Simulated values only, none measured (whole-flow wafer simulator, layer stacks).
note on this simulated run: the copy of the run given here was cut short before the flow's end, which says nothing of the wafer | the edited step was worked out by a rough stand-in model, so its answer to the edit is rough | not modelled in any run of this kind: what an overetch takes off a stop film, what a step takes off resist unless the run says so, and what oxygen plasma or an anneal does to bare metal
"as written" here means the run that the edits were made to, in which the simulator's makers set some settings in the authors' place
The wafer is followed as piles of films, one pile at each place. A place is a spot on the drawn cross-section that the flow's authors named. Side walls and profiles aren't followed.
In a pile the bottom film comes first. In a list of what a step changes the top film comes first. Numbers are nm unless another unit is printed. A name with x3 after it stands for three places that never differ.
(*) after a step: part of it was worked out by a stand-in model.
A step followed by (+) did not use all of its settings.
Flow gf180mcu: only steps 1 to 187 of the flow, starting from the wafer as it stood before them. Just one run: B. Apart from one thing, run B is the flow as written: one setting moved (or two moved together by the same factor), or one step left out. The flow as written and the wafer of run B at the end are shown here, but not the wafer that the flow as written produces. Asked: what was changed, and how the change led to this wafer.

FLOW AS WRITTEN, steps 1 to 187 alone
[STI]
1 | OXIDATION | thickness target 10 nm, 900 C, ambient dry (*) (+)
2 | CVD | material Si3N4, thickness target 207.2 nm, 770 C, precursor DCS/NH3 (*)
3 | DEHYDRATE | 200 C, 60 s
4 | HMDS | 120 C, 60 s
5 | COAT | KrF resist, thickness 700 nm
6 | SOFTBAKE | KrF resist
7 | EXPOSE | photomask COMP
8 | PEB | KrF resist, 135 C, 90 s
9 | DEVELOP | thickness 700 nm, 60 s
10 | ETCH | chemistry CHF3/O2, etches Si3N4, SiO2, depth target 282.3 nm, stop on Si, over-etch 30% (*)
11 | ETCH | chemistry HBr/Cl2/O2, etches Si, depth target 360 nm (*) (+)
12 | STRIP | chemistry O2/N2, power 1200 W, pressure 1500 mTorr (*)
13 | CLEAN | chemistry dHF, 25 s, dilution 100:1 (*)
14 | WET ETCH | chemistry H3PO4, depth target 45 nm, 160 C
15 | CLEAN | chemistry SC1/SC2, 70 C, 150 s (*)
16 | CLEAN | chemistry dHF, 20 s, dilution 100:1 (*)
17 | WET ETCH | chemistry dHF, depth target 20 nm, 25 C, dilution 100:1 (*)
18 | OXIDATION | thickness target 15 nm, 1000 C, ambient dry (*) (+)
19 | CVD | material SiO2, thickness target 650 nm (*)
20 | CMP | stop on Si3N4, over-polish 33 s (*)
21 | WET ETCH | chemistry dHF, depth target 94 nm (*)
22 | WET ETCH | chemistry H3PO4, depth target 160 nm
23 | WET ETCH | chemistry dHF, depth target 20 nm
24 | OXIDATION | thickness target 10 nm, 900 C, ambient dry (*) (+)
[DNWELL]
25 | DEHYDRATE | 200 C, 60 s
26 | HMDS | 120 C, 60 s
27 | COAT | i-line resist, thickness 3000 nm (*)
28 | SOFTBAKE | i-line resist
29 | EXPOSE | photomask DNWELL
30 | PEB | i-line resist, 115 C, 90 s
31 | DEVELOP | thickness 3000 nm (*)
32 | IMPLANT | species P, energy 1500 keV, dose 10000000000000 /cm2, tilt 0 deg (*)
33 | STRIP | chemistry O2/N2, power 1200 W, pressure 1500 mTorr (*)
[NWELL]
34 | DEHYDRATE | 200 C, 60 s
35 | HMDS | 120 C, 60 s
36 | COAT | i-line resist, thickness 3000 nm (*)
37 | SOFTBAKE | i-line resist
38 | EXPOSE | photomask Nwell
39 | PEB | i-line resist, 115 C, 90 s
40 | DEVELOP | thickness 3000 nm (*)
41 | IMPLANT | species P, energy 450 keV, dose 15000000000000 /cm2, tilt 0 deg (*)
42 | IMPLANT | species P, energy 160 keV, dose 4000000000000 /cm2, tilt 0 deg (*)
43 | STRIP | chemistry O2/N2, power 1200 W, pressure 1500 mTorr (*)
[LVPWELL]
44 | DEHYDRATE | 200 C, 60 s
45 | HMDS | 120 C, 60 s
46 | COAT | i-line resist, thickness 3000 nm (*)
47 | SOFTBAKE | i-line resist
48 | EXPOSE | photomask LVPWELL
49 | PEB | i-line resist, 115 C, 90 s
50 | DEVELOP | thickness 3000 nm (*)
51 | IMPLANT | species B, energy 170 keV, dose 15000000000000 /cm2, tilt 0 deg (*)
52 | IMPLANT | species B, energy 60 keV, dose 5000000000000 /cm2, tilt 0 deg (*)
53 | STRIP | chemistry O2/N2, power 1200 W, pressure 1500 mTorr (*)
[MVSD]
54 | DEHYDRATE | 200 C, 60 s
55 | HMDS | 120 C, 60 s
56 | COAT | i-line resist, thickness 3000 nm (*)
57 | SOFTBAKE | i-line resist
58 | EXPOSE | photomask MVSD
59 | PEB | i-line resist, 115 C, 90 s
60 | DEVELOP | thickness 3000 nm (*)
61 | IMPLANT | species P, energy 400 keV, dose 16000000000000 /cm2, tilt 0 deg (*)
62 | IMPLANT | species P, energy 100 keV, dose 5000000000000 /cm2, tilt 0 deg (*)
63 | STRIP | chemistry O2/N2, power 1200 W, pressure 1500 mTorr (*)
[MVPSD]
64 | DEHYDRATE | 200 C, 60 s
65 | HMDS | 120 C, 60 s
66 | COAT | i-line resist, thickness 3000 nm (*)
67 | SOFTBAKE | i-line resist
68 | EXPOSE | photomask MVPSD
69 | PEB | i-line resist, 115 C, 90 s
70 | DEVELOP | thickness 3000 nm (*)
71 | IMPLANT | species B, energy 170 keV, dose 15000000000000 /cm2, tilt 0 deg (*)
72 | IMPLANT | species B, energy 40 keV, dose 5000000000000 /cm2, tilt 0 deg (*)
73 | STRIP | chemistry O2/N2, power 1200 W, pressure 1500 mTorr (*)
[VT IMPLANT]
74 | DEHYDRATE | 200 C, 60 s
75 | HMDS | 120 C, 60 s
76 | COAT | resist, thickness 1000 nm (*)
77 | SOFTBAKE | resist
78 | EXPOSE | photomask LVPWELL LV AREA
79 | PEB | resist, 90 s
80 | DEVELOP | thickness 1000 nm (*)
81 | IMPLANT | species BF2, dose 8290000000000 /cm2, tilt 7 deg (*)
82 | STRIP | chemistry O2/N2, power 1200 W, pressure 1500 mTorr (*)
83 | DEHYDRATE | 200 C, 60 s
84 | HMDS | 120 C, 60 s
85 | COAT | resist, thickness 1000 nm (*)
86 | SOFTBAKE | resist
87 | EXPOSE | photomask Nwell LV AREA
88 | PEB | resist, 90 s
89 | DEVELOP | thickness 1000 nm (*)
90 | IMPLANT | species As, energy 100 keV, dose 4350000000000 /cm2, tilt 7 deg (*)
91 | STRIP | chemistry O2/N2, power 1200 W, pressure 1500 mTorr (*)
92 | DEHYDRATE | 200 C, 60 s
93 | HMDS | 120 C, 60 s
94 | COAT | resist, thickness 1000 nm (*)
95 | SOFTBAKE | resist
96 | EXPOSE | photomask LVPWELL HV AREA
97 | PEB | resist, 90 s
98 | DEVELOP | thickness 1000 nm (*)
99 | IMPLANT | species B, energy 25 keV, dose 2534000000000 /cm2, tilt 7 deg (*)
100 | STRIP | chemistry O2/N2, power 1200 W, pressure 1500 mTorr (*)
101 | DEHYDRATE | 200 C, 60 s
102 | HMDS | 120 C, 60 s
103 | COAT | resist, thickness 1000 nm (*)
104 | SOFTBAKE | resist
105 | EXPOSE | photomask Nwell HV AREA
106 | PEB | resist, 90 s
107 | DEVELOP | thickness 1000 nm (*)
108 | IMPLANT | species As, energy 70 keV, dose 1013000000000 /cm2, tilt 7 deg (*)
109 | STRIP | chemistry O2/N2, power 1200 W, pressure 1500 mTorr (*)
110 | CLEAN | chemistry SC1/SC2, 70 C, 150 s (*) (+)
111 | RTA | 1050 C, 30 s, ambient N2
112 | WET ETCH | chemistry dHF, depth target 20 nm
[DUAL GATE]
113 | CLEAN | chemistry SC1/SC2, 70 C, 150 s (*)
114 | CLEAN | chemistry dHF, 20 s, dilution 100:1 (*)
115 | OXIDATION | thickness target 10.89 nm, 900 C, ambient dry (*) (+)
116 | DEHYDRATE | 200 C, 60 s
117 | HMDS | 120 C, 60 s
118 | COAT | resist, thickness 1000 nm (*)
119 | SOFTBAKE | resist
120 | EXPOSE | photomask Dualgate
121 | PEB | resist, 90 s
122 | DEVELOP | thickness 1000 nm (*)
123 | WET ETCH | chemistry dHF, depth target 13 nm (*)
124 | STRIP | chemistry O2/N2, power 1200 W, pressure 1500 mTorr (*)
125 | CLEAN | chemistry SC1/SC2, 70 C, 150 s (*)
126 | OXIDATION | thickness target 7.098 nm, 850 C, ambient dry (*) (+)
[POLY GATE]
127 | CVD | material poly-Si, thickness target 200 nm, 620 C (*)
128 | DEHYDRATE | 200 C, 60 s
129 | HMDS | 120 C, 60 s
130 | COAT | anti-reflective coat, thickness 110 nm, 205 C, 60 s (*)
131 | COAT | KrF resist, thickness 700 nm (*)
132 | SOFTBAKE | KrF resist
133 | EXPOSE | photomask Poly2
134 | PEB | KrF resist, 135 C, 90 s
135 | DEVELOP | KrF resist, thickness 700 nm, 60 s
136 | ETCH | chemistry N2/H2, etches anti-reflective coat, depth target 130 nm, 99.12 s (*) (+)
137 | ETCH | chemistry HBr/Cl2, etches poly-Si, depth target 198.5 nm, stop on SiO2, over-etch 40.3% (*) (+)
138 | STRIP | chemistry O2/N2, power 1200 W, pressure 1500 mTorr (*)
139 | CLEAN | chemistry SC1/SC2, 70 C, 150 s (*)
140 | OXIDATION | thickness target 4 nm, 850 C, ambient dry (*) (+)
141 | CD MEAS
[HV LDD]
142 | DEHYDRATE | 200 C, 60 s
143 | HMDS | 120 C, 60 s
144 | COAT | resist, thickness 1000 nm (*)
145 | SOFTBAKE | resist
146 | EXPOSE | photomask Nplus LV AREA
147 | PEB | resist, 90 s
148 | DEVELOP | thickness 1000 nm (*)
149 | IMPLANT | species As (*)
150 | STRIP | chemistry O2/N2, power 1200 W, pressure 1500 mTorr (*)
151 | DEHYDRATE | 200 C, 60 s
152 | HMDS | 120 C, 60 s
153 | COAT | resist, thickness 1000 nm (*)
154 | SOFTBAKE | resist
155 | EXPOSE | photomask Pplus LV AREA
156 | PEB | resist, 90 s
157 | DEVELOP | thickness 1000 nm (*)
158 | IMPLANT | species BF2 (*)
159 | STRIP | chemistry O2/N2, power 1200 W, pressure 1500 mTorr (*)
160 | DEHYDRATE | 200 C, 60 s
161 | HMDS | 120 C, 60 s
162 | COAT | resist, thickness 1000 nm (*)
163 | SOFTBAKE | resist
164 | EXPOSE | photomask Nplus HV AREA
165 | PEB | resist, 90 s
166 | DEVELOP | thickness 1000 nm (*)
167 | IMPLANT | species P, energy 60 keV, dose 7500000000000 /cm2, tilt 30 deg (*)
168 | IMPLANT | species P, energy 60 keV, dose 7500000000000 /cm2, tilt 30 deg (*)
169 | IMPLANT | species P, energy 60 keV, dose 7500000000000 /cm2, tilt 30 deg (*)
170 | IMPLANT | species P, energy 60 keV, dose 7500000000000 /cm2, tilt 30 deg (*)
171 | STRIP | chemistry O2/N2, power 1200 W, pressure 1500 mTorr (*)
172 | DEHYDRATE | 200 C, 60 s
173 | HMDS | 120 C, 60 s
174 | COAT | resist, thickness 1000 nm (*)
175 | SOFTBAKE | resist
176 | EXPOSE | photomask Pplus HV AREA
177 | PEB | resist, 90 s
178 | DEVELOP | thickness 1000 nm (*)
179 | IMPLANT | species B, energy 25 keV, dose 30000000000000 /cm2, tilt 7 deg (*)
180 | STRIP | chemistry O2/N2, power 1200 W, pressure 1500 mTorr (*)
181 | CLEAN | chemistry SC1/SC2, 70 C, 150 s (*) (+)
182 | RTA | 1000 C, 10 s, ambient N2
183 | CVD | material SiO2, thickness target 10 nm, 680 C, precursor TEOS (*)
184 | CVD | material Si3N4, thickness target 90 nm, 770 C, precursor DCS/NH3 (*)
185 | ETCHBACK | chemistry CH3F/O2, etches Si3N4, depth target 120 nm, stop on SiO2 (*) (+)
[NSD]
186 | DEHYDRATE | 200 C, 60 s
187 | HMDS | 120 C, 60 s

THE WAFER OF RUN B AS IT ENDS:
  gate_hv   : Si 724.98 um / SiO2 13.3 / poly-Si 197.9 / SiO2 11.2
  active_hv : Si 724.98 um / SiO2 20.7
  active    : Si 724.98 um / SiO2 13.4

Cause: step 126, OXIDATION: 827 C was run, while the flow as written has 850 C.

The path from the change to this, step by step:
  126 | OXIDATION | thickness target 7.098 nm, 850 C, ambient dry (*) (+)
      gate_hv, active_hv, active_nat and 25 more: SiO2 gains 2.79, Si loses 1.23 (in the flow as written it would be: SiO2 gains 3.72, Si loses 1.64)
      active, n_well, p_well and 12 more: SiO2 gains 5.73 (new film), chemical SiO2 loses 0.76 (all of it), Si loses 2.19 (in the flow as written it would be: SiO2 gains 7.1 (new film), chemical SiO2 loses 0.76 (all of it), Si loses 2.79)
